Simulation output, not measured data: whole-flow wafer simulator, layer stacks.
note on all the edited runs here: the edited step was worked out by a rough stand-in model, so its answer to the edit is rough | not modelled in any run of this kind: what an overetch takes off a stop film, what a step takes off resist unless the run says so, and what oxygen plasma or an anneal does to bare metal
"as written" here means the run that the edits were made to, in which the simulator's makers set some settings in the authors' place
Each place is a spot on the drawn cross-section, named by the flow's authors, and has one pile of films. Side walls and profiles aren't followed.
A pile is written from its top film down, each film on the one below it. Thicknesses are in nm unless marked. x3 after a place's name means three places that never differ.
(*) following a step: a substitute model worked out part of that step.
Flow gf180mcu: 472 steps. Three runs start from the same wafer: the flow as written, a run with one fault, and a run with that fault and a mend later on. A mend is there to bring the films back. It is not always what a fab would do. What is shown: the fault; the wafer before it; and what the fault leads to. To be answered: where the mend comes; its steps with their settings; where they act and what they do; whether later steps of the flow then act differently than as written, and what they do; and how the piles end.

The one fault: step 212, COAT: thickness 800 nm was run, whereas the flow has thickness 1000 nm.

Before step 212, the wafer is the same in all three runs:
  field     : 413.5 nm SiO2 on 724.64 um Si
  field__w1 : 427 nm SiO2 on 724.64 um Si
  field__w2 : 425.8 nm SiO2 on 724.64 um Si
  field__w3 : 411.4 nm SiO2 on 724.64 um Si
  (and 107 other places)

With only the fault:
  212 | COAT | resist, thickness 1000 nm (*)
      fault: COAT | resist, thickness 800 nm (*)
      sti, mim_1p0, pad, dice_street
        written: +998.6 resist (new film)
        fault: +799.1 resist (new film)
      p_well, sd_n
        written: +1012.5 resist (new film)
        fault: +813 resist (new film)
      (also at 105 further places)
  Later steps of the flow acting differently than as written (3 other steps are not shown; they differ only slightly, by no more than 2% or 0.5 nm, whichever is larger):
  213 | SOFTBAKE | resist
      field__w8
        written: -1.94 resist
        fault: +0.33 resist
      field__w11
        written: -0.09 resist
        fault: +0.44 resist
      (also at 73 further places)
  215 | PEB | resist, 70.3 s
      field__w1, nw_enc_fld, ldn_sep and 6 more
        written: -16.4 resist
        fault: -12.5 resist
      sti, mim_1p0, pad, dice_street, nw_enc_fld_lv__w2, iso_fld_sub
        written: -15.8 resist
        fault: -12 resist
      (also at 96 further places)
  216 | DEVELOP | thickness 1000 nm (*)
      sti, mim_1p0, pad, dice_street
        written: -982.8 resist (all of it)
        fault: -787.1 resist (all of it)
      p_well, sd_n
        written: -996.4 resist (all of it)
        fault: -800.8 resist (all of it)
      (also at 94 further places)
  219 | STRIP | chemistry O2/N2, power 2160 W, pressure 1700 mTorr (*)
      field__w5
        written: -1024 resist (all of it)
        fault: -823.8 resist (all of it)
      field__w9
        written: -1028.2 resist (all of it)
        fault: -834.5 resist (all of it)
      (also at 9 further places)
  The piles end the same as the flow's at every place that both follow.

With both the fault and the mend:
  The mend stands after step 216.
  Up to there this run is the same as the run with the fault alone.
  216a | STRIP | chemistry O2/N2, power 2160 W, pressure 1700 mTorr (*)
      field__w5
        -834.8 resist (all of it)
      field__w9
        -845.5 resist (all of it)
      field__w13
        -851.4 resist (all of it)
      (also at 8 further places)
  216b | DEHYDRATE | 200 C, 60 s (a further turn of the flow's step 210)
      leaves every film unchanged at each place that is followed
  216c | HMDS | 120 C, 60 s (a further turn of the flow's step 211)
      leaves every film unchanged at each place that is followed
  216d | COAT | resist, thickness 1000 nm (*) (a further turn of the flow's step 212)
      sti, mim_1p0, pad, dice_street
        +998.6 resist (new film)
      field__w1, ldp_out
        +1028.5 resist (new film)
      field_sub__w5, ldn_dft
        +1045.2 resist (new film)
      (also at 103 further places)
  216e | SOFTBAKE | resist (a further turn of the flow's step 213)
      ld_gate_n, polyc_n
        -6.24 resist
      nw_enc_fld, ldp_sep__w2
        +4.4 resist
      field
        -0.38 resist
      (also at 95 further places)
  216f | EXPOSE | photomask SAB (a further turn of the flow's step 214)
      leaves every film unchanged at each place that is followed
  216g | PEB | resist, 70.3 s (a further turn of the flow's step 215)
      field__w1, nw_enc_fld, sti_nw and 8 more
        -16.4 resist
      field__w2, field__w5, field_sub__w3 and 6 more
        -16.9 resist
      field__w9, sd_p, nplus_u, nw_enc_fld_lv, ldn_src, ldn_drn, ldp_src, ldp_drn
        -17 resist
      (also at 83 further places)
  216h | DEVELOP (*) (a further turn of the flow's step 216, with different settings)
      sti, mim_1p0, pad, dice_street
        -982.8 resist (all of it)
      field, nw_sep_fld
        -1007.3 resist (all of it)
      field__w3, field__w12
        -1049.4 resist (all of it)
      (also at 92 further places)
  Every later step of the flow that is run acts as written at every place that is followed.
  The piles end the same as the flow's at every place that both follow.
